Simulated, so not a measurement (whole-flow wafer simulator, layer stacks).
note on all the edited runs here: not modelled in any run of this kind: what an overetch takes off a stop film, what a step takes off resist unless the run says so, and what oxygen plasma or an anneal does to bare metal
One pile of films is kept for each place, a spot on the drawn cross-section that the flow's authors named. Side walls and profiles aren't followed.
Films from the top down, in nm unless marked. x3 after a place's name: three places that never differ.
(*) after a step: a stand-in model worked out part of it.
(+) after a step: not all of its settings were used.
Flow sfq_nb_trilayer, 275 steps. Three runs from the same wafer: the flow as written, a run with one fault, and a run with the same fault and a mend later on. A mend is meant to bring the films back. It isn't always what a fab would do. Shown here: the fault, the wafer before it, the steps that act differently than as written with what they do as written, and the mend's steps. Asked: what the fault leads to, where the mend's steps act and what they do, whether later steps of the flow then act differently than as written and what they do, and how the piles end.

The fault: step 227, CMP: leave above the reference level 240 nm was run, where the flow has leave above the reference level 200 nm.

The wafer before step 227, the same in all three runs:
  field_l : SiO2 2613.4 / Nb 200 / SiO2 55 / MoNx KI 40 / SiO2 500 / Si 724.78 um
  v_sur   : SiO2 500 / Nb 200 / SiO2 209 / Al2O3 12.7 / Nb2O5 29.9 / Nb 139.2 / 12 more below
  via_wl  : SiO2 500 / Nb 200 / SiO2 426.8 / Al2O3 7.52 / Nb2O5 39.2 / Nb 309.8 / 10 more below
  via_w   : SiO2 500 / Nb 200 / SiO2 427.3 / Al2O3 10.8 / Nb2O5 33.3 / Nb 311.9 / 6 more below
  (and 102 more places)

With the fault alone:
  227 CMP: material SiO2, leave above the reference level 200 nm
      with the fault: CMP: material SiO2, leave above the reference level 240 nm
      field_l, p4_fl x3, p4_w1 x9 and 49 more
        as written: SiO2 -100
        with the fault: SiO2 -60
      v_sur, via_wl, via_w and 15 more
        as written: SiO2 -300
        with the fault: SiO2 -260
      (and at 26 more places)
  Later steps of the flow that act differently than as written (3 more steps differ only slightly, by at most 2% or 0.5 nm, whichever is larger, and aren't shown):
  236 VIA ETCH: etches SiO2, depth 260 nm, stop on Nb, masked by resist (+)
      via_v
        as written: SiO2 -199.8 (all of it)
        with the fault: SiO2 -239.8 (all of it)
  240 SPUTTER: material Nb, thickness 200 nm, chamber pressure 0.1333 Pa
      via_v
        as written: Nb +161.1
        with the fault: Nb +151.7
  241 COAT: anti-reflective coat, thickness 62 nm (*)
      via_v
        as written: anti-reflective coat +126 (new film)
        with the fault: anti-reflective coat +134.8 (new film)
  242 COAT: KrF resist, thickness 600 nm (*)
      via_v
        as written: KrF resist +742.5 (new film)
        with the fault: KrF resist +776.3 (new film)
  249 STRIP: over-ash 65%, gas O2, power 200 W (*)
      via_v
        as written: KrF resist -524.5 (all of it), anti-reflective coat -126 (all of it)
        with the fault: KrF resist -558.2 (all of it), anti-reflective coat -134.8 (all of it)
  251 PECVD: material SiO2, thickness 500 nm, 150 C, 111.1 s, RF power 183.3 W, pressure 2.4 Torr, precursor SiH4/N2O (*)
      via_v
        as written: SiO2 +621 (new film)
        with the fault: SiO2 +670.4 (new film)
  At the end the piles differ from the flow's by more than 2% or 0.5 nm, whichever is larger, at v_sur, via_wl, via_w and 80 more.
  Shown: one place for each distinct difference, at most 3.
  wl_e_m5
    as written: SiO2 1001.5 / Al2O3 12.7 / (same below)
    with the fault: SiO2 1041.5 / Al2O3 12.7 / (same below)
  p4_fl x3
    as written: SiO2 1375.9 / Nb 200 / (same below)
    with the fault: SiO2 1415.9 / Nb 200 / (same below)
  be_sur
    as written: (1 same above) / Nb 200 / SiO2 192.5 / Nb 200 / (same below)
    with the fault: (1 same above) / Nb 200 / SiO2 232.5 / Nb 200 / (same below)

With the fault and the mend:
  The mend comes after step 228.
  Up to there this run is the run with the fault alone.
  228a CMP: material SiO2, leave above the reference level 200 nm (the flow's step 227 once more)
      field_l, v_sur, via_wl and 103 more
        SiO2 -40
  No later step of the flow acts differently than as written at any place that is followed.
  At the end the piles are the same as the flow's at every place that both follow.
